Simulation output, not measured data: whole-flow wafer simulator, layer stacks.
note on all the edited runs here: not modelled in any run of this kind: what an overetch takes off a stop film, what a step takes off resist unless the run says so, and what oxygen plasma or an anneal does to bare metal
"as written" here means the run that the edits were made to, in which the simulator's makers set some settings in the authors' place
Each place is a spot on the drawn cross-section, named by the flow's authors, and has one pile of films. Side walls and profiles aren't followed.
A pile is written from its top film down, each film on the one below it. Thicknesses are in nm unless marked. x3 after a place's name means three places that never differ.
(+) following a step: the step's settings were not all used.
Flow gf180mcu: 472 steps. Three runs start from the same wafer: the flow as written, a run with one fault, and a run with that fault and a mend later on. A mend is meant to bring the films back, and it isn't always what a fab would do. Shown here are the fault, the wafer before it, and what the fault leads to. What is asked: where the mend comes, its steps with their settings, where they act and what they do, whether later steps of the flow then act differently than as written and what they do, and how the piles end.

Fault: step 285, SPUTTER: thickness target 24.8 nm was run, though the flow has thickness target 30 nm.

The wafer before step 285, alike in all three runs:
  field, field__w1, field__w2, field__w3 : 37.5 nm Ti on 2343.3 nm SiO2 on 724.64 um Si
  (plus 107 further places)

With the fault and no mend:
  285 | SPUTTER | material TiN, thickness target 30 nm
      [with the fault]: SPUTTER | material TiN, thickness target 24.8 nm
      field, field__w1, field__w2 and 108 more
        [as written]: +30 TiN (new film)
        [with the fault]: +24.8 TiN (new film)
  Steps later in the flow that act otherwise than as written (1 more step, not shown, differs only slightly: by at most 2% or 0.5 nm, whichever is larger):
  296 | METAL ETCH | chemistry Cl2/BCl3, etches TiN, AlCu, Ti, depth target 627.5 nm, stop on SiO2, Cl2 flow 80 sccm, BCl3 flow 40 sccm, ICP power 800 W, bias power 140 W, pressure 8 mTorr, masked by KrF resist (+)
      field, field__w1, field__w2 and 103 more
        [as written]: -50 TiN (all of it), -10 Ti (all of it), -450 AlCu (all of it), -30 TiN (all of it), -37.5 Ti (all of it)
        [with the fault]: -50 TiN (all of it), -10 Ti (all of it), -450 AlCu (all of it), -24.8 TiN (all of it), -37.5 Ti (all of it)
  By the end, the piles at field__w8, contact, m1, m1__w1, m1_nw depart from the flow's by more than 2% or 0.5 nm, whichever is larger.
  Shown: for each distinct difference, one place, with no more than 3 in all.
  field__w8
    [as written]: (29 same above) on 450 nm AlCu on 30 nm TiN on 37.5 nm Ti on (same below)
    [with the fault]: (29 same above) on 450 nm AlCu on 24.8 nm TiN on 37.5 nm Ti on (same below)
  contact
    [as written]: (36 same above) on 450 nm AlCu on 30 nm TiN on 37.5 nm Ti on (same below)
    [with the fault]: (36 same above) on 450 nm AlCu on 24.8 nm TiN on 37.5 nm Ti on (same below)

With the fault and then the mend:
  The mend stands after step 285.
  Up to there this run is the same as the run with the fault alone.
  285a | SPUTTER | material TiN, thickness target 5.2 nm (a further turn of the flow's step 285, with different settings)
      field, field__w1, field__w2 and 108 more
        +5.2 TiN
  None of the later steps of the flow acts differently than as written at any place that is followed.
  The piles end the same as the flow's at every place that both follow.
